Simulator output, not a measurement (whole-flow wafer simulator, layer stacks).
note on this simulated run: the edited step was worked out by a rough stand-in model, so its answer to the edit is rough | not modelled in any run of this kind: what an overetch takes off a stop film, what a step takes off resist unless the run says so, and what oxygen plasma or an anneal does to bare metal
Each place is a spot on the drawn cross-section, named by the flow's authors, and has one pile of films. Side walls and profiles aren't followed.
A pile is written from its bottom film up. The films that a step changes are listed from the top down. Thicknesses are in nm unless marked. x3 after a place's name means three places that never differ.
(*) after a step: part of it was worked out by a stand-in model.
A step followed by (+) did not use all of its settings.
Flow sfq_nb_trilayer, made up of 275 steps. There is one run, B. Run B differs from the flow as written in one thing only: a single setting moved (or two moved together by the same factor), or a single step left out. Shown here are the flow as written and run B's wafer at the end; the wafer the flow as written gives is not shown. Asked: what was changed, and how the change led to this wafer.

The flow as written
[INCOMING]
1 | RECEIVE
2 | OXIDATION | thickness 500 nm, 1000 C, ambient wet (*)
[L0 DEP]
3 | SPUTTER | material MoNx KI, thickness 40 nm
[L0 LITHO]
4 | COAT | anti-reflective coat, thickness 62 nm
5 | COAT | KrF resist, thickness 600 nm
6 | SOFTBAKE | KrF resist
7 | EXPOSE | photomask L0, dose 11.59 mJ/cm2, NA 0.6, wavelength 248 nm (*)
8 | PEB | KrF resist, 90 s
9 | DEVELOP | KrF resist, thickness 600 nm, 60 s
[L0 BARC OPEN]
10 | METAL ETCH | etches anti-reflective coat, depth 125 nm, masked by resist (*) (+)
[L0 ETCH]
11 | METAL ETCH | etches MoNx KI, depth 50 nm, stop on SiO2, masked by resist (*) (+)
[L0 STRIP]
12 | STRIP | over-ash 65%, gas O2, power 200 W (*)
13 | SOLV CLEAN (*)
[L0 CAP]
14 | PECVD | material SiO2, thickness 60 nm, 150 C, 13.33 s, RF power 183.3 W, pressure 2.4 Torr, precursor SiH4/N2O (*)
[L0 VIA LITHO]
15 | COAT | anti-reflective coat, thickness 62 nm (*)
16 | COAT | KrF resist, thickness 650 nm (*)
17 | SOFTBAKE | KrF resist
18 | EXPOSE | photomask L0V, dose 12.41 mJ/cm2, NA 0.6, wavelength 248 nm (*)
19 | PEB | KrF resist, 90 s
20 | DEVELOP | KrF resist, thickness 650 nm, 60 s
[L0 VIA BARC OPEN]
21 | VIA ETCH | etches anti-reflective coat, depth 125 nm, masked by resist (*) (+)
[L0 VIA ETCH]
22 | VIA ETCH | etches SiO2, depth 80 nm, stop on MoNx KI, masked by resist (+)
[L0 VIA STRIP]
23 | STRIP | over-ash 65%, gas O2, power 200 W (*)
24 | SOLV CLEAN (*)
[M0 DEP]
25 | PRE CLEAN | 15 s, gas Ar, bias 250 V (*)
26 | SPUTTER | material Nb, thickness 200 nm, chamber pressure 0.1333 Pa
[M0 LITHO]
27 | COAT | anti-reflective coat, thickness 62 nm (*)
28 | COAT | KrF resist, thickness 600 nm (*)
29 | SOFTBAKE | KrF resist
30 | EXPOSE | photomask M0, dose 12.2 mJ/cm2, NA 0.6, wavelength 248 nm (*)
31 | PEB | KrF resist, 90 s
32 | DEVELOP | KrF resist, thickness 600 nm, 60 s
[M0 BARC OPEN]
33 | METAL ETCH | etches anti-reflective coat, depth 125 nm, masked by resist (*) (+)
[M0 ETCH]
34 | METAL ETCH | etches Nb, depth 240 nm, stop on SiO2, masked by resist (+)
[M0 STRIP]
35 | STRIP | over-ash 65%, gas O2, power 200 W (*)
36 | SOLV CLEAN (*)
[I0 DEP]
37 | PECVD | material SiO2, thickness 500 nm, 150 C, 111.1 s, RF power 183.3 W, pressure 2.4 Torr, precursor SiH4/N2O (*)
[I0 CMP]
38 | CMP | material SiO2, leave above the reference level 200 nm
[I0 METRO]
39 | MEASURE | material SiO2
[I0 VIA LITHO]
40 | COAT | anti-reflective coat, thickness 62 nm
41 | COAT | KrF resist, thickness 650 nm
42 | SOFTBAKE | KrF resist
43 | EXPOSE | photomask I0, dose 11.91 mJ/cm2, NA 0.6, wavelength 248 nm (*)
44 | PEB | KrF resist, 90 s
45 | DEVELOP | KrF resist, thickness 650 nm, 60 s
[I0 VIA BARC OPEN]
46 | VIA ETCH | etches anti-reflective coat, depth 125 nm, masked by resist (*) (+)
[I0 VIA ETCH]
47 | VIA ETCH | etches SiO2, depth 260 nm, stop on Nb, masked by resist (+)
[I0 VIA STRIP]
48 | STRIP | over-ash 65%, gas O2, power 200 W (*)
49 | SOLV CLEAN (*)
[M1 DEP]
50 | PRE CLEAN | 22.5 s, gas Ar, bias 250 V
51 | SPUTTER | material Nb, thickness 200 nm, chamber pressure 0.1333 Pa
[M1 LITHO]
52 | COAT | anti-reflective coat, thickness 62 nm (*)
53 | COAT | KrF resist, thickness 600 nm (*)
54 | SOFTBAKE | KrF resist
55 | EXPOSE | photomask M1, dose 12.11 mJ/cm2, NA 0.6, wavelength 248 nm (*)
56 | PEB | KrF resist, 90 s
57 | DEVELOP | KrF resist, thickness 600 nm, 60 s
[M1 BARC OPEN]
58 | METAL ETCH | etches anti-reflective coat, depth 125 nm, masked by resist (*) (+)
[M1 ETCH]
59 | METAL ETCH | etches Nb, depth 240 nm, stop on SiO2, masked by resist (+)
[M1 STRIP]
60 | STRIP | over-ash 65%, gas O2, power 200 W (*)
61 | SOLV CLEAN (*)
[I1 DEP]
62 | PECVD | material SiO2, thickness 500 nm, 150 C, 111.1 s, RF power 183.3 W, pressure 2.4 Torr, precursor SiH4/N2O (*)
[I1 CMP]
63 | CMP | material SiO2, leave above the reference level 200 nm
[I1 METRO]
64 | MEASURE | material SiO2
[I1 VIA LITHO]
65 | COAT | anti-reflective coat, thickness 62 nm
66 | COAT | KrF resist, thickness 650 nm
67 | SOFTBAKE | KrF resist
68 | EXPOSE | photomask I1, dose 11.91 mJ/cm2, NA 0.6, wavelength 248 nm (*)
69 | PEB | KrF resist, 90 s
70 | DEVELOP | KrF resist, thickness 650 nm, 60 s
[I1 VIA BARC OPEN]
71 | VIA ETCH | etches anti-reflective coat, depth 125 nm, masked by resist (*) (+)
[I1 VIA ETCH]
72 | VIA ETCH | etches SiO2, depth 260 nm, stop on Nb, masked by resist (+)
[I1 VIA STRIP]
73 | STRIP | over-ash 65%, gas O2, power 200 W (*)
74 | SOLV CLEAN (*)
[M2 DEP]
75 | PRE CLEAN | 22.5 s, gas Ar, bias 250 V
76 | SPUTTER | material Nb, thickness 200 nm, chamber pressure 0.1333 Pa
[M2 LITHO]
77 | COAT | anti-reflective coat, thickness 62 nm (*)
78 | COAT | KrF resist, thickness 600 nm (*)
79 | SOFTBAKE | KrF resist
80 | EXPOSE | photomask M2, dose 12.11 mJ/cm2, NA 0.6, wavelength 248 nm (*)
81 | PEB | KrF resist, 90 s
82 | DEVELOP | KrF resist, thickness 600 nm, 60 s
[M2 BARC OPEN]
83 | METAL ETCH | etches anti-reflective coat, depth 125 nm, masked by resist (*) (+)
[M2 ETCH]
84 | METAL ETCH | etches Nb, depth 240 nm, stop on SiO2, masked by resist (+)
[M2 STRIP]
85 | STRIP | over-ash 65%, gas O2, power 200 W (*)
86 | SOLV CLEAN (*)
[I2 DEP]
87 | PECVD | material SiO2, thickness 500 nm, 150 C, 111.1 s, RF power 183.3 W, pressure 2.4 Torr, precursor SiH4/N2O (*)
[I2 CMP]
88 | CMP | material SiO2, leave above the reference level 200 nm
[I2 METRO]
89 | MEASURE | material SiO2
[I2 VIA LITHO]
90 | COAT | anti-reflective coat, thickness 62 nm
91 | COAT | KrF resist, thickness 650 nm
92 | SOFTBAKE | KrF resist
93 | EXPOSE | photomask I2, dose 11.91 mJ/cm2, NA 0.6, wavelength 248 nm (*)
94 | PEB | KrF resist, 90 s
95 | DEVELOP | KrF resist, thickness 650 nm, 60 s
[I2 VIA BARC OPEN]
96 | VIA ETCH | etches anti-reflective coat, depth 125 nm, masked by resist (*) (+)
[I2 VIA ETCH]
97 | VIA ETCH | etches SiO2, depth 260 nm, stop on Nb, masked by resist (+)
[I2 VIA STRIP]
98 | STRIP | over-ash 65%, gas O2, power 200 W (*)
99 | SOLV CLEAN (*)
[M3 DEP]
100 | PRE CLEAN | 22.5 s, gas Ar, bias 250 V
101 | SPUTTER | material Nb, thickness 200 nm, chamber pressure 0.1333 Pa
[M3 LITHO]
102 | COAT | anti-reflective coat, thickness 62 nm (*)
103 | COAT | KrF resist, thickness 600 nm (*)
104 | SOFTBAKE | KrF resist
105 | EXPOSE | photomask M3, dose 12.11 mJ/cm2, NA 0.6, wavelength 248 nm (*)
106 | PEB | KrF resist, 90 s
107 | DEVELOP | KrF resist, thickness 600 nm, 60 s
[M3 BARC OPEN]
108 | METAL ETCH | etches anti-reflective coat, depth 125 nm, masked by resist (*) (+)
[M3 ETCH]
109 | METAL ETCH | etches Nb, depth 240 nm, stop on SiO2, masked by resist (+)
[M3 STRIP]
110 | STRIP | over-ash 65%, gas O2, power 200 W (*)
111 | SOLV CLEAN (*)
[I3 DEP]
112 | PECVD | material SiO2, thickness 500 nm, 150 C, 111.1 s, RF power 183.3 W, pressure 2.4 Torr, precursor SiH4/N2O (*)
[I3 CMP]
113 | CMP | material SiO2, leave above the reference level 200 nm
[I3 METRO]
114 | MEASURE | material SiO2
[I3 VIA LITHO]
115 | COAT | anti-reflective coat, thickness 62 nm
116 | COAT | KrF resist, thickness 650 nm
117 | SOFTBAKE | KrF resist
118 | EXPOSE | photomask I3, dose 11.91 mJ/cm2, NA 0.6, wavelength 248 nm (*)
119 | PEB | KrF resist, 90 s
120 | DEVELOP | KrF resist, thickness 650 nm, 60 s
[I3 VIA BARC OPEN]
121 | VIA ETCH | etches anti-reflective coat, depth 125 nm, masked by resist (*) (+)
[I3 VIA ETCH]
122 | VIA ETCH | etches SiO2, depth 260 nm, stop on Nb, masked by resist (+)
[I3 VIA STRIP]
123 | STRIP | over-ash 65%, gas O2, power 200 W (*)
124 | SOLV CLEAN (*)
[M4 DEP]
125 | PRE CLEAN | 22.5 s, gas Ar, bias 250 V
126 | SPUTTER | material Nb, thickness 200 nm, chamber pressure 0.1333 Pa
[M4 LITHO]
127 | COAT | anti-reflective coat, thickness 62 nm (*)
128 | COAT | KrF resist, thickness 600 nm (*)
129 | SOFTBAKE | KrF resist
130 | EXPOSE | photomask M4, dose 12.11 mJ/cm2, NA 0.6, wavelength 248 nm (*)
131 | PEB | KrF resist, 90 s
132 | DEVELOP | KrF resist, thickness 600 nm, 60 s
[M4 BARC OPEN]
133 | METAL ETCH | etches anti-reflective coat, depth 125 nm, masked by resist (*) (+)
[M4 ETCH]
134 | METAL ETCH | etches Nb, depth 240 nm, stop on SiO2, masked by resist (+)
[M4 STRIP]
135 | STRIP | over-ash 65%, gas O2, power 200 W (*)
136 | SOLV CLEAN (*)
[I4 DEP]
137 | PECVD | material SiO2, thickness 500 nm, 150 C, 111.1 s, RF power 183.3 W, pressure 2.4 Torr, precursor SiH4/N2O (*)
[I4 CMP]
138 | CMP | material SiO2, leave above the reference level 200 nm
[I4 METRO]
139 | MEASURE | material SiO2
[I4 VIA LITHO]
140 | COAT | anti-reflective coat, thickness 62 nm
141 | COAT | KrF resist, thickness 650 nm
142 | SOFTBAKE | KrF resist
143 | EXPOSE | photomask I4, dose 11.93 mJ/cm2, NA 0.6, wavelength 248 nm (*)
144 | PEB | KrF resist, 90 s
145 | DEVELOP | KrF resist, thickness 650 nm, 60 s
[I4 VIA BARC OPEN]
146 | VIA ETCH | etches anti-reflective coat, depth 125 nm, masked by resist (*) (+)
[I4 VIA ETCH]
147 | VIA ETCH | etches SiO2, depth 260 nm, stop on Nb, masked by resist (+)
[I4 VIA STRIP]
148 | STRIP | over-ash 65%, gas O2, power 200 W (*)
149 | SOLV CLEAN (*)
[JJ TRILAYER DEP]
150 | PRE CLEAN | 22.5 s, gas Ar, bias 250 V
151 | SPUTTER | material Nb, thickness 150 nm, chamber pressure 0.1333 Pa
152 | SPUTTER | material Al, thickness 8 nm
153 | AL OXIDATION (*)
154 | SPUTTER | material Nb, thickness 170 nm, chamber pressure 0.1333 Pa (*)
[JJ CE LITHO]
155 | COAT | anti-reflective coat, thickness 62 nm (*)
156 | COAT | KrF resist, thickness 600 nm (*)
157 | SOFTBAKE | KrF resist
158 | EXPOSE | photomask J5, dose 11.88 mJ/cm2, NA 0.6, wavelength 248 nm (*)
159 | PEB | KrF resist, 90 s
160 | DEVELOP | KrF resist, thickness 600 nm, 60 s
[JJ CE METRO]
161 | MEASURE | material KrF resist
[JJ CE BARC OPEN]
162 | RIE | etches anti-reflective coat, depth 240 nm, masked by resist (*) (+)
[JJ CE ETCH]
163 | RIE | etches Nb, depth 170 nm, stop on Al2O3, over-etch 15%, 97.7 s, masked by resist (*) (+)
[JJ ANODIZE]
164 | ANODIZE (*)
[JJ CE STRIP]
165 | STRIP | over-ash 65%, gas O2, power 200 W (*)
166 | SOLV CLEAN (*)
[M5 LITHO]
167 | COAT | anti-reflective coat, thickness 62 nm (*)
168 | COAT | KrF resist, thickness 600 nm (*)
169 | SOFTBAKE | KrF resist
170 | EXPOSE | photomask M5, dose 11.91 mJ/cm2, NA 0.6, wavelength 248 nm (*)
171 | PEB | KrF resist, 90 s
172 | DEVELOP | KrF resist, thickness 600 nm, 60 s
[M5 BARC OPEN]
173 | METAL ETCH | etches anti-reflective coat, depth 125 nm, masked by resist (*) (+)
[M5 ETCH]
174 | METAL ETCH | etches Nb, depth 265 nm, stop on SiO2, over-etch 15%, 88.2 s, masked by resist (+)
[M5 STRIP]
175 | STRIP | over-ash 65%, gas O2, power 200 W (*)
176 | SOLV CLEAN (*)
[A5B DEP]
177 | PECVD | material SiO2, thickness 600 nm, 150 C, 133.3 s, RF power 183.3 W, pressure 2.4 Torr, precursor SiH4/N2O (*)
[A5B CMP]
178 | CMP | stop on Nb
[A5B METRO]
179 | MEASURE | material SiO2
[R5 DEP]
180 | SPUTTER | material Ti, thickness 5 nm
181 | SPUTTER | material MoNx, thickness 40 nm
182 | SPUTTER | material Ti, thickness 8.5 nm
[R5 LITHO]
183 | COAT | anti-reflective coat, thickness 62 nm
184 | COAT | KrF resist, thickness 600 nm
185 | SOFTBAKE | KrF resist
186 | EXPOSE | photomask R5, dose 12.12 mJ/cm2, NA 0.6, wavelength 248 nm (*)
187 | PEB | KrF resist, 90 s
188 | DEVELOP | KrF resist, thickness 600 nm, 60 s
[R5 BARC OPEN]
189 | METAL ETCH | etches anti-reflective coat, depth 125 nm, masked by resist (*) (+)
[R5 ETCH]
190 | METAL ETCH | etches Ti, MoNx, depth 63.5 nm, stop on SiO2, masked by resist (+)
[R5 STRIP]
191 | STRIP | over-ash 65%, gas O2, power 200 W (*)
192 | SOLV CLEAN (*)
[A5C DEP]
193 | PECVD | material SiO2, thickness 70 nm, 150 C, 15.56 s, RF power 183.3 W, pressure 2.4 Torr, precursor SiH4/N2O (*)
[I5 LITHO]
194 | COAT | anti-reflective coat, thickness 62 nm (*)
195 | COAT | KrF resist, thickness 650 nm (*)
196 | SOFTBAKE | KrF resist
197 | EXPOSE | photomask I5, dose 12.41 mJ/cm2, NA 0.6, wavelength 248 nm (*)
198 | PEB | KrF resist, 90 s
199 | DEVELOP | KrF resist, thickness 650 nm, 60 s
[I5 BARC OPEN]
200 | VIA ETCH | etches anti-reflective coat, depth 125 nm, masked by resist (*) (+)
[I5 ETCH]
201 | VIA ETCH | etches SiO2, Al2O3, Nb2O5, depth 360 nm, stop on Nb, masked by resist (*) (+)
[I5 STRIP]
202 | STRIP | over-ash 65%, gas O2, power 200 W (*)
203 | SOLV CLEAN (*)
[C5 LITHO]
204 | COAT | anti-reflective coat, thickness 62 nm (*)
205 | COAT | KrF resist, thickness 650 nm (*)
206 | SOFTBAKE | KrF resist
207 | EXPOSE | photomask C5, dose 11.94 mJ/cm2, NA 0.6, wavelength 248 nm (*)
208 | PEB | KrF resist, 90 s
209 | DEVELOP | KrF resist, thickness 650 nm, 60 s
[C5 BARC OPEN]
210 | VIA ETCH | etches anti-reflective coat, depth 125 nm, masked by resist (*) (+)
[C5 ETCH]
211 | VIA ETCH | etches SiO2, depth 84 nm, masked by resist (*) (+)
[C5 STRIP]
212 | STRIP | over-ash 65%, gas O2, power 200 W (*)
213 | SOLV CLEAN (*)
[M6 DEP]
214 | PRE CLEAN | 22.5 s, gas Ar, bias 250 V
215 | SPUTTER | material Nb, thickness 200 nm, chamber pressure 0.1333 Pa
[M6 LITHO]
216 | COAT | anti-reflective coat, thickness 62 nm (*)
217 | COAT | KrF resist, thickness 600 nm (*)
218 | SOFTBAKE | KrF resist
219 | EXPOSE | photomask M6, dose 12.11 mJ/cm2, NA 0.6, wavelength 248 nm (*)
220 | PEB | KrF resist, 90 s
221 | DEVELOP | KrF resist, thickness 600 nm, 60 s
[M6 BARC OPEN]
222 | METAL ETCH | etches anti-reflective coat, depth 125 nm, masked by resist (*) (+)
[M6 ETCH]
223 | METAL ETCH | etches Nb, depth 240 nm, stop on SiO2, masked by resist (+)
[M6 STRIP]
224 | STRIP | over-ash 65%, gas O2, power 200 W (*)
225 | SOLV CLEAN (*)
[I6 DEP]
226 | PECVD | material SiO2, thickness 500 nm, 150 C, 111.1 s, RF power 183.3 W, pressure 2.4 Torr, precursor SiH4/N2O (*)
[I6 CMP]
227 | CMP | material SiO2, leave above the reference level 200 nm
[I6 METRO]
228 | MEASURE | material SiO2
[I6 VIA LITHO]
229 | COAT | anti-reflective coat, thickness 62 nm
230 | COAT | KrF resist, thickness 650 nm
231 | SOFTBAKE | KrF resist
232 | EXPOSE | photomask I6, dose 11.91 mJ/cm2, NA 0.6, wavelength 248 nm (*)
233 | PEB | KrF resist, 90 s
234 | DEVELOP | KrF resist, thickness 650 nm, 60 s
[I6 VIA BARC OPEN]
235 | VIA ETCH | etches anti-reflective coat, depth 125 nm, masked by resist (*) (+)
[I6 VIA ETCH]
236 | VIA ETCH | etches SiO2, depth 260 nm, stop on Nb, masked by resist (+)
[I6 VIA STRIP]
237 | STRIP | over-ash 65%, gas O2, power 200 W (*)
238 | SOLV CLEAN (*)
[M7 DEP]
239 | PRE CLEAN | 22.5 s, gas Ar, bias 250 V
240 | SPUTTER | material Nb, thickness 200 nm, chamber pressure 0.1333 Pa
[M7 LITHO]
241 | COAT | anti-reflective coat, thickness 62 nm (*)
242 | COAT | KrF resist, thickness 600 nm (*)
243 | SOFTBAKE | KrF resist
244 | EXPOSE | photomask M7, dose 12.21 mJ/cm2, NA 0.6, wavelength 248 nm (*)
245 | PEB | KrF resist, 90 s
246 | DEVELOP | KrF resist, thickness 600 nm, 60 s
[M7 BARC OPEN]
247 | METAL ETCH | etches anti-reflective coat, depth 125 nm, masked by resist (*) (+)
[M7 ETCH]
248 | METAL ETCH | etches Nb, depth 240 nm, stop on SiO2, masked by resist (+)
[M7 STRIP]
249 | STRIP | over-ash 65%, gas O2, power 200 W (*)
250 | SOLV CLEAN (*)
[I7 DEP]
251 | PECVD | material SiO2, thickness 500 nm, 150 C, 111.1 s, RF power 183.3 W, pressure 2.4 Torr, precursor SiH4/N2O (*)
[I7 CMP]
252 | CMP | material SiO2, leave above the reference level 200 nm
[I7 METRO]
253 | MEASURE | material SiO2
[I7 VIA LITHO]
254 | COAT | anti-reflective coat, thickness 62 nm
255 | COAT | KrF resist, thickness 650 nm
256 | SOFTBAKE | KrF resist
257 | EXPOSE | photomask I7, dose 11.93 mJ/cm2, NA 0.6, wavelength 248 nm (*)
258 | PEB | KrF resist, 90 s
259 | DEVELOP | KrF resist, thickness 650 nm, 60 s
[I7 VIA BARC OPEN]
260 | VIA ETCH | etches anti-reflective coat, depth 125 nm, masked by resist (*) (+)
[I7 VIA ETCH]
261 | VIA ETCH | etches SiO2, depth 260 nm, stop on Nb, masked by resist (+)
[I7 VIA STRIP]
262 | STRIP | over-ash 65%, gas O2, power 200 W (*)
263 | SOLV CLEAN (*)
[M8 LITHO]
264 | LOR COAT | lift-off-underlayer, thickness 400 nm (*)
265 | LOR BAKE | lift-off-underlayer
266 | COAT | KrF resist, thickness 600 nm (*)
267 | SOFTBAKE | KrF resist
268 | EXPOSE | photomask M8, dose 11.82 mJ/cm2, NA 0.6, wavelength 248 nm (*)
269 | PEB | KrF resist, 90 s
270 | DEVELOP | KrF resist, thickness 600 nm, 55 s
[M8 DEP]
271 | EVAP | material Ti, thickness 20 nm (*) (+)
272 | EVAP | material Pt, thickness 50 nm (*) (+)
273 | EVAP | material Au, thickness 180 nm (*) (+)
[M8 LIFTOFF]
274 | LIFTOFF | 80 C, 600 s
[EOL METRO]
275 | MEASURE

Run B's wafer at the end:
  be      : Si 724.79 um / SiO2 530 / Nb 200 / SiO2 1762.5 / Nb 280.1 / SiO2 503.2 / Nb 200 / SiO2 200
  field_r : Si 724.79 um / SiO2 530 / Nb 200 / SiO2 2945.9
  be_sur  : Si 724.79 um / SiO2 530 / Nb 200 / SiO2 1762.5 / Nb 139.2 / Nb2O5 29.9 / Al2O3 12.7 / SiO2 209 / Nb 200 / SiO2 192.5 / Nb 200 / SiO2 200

What caused this: step 2, OXIDATION: thickness 475 nm was run, whereas the flow has thickness 500 nm.

Step by step, how the change led to this:
  2 | OXIDATION | thickness 500 nm, 1000 C, ambient wet (*)
      field_l, v_sur, via_wl and 103 more: SiO2 gains 475 (new film), chemical SiO2 loses 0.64 (all of it), Si loses 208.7 (as written it would have been: SiO2 gains 500 (new film), chemical SiO2 loses 0.64 (all of it), Si loses 219.7)
